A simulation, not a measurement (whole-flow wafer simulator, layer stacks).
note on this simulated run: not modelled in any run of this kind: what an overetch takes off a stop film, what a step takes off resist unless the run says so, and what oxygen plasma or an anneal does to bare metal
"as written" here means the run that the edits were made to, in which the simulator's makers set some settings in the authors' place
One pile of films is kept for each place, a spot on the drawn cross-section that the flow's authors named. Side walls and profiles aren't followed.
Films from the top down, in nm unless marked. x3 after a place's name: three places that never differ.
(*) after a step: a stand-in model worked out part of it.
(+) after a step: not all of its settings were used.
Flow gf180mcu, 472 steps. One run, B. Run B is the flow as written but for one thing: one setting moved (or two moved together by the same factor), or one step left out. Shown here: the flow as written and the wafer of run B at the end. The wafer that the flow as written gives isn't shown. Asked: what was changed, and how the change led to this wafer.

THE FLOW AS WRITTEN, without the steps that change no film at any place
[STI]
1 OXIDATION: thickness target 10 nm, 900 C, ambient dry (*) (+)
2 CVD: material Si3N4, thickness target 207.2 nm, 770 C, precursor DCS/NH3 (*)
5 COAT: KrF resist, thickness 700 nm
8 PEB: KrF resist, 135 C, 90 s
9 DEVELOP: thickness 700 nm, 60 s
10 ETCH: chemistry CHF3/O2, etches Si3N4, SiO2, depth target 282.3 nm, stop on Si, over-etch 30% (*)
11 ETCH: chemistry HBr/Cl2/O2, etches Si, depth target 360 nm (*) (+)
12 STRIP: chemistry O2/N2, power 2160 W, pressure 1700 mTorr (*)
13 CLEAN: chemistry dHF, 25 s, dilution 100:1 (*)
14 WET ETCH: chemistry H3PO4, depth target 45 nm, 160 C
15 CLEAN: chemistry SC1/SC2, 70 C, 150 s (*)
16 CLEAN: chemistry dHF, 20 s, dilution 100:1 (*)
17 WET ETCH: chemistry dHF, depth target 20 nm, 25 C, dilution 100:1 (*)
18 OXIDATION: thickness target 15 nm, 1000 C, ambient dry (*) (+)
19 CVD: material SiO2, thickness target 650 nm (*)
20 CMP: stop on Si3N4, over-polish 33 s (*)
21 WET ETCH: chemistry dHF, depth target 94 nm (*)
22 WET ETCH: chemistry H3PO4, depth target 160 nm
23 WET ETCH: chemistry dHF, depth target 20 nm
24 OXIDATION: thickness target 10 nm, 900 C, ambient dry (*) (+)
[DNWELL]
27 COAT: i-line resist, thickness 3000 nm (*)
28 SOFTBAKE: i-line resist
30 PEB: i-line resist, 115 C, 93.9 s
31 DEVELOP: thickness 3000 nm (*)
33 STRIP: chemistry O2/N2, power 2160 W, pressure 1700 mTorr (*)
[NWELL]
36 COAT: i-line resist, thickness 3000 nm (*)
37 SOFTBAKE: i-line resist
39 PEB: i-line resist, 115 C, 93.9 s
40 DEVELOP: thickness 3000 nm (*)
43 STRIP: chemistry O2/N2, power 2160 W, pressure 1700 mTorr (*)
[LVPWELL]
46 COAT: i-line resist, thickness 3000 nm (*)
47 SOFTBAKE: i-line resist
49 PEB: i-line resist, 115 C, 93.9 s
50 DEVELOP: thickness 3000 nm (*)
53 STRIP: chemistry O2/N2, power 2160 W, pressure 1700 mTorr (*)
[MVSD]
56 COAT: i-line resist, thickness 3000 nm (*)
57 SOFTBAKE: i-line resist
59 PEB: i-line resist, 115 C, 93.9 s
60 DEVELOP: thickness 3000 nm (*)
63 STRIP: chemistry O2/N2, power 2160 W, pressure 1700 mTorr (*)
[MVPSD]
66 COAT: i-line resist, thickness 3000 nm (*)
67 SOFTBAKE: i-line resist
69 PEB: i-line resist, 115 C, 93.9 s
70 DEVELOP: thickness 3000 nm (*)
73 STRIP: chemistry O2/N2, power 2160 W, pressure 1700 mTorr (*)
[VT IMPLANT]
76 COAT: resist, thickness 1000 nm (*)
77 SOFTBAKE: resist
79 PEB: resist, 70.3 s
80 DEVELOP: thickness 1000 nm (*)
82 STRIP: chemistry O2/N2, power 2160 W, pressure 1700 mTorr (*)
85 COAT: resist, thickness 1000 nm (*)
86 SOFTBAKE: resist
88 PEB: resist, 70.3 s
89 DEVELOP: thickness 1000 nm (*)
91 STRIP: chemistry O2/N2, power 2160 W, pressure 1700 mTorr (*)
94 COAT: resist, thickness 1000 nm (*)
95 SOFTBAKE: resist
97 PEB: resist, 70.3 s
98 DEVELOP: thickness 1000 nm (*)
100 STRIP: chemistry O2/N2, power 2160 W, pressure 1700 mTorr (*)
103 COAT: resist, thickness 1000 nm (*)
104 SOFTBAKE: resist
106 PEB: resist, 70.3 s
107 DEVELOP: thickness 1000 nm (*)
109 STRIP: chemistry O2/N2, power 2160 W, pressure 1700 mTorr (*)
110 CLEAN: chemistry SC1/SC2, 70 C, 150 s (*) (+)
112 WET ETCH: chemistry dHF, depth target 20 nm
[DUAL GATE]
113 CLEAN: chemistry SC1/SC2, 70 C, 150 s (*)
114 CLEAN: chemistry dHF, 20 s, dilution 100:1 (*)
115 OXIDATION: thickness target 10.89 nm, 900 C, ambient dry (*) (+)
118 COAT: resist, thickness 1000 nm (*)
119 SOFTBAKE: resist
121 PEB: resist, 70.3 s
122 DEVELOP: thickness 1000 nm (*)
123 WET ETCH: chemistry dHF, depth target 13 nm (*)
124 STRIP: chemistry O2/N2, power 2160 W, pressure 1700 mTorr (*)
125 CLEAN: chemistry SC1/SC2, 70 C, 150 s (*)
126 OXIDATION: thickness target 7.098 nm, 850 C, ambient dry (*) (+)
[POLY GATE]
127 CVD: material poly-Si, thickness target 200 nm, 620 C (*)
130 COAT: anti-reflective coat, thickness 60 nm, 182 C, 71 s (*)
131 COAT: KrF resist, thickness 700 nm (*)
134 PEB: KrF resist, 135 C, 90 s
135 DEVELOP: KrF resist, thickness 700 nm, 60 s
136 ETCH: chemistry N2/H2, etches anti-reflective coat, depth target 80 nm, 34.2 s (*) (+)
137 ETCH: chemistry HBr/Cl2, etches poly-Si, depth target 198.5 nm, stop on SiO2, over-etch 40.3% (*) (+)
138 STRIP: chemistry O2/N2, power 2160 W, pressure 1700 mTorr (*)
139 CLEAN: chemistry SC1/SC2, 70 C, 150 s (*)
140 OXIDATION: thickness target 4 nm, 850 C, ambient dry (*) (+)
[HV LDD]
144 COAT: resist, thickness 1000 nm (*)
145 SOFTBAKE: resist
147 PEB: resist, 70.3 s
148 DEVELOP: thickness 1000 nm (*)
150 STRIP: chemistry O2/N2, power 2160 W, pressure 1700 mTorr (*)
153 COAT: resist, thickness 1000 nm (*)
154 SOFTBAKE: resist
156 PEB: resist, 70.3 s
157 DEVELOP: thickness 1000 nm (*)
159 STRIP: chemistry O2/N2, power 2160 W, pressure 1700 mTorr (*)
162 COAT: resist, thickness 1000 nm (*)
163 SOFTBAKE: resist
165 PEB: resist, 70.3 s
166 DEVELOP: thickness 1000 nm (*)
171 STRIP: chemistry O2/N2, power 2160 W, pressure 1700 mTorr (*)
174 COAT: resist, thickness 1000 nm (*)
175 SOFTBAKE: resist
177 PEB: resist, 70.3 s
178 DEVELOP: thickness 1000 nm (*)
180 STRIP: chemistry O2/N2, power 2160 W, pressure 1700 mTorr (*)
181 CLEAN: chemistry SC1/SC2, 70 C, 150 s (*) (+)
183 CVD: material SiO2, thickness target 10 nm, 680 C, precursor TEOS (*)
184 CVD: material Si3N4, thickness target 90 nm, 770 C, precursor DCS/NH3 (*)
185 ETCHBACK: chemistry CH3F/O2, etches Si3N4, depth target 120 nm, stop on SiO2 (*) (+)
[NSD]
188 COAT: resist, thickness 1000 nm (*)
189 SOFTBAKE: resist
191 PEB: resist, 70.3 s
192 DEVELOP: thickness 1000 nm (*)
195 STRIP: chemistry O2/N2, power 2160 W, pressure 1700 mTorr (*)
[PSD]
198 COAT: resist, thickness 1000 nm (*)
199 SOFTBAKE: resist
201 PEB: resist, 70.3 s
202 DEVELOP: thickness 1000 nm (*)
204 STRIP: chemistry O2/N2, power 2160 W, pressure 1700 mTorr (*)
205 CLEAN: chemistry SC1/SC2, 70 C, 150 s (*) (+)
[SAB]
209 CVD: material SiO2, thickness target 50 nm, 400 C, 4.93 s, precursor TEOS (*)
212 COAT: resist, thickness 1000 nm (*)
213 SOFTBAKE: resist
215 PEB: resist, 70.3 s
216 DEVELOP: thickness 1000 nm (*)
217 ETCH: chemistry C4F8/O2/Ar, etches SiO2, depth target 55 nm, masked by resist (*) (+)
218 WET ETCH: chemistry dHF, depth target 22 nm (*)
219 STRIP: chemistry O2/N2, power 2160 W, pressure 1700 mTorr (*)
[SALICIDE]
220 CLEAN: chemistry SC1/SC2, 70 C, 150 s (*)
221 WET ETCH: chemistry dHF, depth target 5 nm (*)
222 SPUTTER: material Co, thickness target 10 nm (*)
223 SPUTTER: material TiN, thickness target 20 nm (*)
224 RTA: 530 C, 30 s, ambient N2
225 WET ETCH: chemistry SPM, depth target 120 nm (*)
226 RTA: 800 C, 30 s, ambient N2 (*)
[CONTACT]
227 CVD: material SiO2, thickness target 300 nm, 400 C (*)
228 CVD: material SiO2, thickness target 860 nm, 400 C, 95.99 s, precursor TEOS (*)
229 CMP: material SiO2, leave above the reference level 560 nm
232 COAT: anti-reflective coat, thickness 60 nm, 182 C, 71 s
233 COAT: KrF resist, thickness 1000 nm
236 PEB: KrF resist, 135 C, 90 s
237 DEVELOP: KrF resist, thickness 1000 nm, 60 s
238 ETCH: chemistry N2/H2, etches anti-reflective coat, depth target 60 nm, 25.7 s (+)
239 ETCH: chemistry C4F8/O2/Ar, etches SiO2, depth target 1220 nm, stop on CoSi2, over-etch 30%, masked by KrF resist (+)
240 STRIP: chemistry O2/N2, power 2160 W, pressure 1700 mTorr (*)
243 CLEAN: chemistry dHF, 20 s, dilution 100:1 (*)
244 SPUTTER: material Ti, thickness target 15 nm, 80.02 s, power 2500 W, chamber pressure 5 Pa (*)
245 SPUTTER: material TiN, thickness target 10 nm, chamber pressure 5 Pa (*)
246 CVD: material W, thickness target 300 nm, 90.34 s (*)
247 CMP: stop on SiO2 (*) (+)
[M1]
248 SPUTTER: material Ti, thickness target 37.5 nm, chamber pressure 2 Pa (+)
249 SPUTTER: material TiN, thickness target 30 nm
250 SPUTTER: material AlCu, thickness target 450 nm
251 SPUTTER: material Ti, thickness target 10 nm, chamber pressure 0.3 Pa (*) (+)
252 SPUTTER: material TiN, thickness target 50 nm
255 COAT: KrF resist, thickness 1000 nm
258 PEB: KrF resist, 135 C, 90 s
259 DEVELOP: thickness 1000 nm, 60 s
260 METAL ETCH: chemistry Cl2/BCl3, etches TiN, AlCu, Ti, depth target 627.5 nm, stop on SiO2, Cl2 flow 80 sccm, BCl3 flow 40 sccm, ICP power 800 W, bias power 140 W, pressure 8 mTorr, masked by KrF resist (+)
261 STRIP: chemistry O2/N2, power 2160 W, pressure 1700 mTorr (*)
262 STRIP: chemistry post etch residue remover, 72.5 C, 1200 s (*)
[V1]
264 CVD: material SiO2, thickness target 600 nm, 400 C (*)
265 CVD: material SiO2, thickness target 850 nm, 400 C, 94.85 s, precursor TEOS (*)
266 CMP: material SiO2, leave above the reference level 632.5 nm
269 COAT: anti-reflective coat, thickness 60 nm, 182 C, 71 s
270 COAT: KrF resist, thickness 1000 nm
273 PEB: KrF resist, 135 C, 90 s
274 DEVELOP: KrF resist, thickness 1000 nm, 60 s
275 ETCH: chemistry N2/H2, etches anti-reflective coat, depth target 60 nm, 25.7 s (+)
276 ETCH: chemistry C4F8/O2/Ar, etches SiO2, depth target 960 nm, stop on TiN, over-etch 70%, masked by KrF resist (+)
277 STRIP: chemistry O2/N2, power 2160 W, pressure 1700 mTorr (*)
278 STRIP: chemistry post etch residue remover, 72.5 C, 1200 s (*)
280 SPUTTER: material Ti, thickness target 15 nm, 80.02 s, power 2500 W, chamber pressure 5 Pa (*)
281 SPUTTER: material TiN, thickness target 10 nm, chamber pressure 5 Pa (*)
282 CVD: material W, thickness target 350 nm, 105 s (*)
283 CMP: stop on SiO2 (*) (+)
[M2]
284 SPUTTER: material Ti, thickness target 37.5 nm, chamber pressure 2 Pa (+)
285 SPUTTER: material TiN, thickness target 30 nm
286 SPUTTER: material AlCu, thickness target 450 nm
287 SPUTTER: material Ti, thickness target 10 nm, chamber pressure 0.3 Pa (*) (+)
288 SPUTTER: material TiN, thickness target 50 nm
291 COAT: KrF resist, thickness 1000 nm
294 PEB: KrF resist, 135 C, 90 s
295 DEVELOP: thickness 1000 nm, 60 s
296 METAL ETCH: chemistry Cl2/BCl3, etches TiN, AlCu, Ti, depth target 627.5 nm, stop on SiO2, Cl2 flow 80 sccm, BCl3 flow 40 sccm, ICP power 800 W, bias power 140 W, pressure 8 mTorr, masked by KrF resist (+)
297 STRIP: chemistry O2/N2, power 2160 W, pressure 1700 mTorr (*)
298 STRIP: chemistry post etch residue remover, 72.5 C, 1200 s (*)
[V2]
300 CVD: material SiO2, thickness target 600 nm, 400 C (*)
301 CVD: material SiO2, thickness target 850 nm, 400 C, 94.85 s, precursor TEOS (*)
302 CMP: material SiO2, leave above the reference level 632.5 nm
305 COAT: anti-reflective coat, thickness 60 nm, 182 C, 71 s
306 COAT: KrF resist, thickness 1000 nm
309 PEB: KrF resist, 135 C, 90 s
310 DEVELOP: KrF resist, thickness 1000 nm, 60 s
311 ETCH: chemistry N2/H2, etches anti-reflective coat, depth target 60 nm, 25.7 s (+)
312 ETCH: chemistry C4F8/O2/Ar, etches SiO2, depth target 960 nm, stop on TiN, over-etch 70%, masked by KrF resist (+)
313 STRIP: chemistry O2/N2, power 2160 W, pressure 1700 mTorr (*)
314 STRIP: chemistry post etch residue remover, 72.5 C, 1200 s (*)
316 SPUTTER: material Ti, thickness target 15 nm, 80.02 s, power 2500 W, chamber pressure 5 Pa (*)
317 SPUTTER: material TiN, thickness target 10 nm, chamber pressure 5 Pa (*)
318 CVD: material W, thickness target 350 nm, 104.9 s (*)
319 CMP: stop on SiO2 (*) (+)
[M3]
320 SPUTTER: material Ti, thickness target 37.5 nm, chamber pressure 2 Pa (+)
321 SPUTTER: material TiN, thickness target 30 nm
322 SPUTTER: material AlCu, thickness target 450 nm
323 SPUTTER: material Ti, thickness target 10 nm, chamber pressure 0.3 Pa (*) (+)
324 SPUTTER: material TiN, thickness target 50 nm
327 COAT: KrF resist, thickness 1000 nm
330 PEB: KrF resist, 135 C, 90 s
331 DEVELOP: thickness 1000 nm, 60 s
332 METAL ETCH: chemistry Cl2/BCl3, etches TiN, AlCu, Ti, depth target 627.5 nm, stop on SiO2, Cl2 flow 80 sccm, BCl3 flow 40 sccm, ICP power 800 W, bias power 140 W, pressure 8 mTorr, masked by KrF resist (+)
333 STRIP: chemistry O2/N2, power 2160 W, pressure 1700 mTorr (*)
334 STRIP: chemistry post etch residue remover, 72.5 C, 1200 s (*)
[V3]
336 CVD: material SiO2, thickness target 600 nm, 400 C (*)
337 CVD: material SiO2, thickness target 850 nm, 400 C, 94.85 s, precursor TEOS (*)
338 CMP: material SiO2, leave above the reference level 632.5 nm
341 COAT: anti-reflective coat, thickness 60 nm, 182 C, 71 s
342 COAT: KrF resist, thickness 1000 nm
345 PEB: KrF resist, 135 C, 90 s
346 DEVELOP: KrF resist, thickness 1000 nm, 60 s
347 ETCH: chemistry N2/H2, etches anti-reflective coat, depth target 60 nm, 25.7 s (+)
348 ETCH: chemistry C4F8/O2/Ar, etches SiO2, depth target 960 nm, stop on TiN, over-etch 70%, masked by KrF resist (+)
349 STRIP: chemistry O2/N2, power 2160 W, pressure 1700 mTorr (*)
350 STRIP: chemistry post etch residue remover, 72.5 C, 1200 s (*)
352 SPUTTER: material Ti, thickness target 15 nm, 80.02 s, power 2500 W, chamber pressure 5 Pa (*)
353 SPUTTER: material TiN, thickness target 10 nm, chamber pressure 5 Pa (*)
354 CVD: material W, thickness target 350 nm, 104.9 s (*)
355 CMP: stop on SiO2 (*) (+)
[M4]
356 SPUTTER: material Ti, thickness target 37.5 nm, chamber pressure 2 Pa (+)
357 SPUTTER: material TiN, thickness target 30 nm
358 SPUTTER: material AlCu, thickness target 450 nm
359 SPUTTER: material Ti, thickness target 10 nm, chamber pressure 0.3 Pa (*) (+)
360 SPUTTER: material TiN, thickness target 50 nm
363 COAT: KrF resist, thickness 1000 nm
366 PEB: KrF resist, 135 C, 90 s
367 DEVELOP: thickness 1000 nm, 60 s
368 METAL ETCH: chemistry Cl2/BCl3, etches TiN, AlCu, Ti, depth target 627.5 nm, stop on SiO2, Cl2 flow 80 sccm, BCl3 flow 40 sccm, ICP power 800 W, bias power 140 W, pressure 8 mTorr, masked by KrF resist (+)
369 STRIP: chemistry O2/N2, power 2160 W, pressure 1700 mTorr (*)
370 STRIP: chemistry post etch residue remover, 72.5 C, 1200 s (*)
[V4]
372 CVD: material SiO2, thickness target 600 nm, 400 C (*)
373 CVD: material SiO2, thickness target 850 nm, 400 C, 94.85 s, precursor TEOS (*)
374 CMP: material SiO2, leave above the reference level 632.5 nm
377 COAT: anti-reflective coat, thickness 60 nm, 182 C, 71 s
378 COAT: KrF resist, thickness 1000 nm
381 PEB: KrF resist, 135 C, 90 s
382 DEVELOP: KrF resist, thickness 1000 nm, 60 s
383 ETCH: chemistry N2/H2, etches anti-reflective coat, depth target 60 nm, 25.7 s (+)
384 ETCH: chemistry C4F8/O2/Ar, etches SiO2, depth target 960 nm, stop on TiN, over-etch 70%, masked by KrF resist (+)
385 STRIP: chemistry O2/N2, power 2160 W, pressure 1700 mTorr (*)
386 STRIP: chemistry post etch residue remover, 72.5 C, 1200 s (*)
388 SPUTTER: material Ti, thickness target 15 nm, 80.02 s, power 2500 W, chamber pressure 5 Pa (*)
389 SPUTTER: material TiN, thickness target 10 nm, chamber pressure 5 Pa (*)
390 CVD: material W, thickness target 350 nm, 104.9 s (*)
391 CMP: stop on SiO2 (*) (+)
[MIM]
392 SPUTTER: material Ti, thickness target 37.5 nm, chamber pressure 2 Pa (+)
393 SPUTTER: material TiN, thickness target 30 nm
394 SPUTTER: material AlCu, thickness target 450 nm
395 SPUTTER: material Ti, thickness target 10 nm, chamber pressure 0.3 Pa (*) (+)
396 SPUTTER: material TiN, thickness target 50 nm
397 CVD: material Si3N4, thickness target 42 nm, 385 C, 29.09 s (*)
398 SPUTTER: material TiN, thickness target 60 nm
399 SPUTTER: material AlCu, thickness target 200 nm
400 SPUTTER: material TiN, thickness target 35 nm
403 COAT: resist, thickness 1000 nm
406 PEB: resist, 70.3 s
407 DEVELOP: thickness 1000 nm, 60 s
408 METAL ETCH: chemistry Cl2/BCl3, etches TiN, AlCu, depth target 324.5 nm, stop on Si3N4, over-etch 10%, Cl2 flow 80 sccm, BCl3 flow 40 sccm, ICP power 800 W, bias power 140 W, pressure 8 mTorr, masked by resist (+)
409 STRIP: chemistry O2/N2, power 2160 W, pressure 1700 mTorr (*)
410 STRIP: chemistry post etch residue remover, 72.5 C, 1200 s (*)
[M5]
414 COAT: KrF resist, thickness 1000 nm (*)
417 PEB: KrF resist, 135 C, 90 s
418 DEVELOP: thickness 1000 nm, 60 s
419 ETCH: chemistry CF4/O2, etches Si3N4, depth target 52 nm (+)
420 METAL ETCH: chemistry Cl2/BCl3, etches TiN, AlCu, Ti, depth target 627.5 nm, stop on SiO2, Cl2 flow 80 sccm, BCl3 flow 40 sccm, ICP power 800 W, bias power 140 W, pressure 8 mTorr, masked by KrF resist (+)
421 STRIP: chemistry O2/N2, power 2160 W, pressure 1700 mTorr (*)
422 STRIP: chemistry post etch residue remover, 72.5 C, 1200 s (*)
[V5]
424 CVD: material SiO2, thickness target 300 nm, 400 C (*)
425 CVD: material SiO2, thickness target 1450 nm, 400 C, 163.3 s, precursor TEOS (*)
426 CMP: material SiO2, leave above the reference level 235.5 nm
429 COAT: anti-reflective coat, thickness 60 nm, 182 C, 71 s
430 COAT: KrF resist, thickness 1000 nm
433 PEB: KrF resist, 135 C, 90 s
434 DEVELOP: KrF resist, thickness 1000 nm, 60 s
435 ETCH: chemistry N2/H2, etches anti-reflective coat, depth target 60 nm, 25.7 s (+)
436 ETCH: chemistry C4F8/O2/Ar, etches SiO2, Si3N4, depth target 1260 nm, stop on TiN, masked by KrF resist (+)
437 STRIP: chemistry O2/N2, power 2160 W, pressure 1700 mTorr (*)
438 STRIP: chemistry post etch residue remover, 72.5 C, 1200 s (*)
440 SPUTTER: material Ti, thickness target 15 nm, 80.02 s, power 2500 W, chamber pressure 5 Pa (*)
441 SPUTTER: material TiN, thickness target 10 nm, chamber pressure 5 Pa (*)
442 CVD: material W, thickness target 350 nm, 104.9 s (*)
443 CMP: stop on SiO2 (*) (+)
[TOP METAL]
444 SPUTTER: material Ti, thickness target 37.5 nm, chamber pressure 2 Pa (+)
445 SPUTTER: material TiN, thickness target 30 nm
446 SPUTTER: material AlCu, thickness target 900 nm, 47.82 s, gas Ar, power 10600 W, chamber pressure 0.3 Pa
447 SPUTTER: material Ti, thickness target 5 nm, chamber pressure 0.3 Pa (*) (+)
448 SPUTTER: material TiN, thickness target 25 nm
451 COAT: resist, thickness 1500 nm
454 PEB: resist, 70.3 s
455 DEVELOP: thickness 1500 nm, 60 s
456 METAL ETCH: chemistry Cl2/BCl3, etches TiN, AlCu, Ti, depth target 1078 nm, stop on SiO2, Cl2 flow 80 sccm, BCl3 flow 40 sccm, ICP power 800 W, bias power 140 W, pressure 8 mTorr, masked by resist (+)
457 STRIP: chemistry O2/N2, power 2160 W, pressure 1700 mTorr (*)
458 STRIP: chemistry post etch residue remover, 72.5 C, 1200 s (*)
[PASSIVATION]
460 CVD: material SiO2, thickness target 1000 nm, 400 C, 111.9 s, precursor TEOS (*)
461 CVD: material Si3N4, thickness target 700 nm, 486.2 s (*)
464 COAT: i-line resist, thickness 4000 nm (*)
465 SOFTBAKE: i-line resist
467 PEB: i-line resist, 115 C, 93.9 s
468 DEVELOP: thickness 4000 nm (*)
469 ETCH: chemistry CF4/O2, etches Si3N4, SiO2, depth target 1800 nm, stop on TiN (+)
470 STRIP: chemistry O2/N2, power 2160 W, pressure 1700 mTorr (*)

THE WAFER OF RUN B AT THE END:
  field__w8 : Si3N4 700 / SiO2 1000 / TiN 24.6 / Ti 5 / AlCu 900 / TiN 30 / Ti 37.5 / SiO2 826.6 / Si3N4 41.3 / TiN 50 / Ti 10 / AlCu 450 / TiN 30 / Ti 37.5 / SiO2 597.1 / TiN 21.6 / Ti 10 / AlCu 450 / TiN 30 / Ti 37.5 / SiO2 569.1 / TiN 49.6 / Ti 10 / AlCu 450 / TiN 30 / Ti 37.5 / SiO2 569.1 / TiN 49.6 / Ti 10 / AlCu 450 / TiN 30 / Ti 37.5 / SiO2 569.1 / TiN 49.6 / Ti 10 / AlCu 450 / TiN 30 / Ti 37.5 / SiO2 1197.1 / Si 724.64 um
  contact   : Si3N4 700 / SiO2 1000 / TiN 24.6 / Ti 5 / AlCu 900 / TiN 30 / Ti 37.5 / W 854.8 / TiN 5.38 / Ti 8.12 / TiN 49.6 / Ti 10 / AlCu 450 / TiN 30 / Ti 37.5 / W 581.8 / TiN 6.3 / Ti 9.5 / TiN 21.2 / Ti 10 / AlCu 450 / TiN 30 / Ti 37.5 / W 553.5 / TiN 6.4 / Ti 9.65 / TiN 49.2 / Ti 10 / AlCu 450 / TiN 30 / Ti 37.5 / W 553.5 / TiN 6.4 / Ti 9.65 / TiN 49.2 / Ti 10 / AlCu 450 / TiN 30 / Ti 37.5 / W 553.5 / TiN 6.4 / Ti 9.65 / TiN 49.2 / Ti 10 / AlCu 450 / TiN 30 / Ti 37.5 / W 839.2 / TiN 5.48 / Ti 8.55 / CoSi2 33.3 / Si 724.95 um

The cause: step 360, SPUTTER: thickness target 22 nm was run, where the flow has thickness target 50 nm.

How the change led to this, step by step:
  360 SPUTTER: material TiN, thickness target 50 nm
      field, field__w1, field__w2 and 108 more: TiN +22 (new film) (as written it would be: TiN +50 (new film))
  368 METAL ETCH: chemistry Cl2/BCl3, etches TiN, AlCu, Ti, depth target 627.5 nm, stop on SiO2, Cl2 flow 80 sccm, BCl3 flow 40 sccm, ICP power 800 W, bias power 140 W, pressure 8 mTorr, masked by KrF resist (+)
      field, field__w1, field__w2 and 103 more: TiN -22 (all of it), Ti -10 (all of it), AlCu -450 (all of it), TiN -30 (all of it), Ti -37.5 (all of it) (as written it would be: TiN -50 (all of it), Ti -10 (all of it), AlCu -450 (all of it), TiN -30 (all of it), Ti -37.5 (all of it))
  374 CMP: material SiO2, leave above the reference level 632.5 nm
      field__w8, contact, m1, m1__w1, m1_nw: SiO2 -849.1 (as written it would be: SiO2 -877.1)
  384 ETCH: chemistry C4F8/O2/Ar, etches SiO2, depth target 960 nm, stop on TiN, over-etch 70%, masked by KrF resist (+)
      contact: SiO2 -600.5 (all of it) (as written it would be: SiO2 -572.5 (all of it))
  390 CVD: material W, thickness target 350 nm, 104.9 s (*)
      contact: W +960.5 (new film) (as written it would be: W +932.3 (new film))
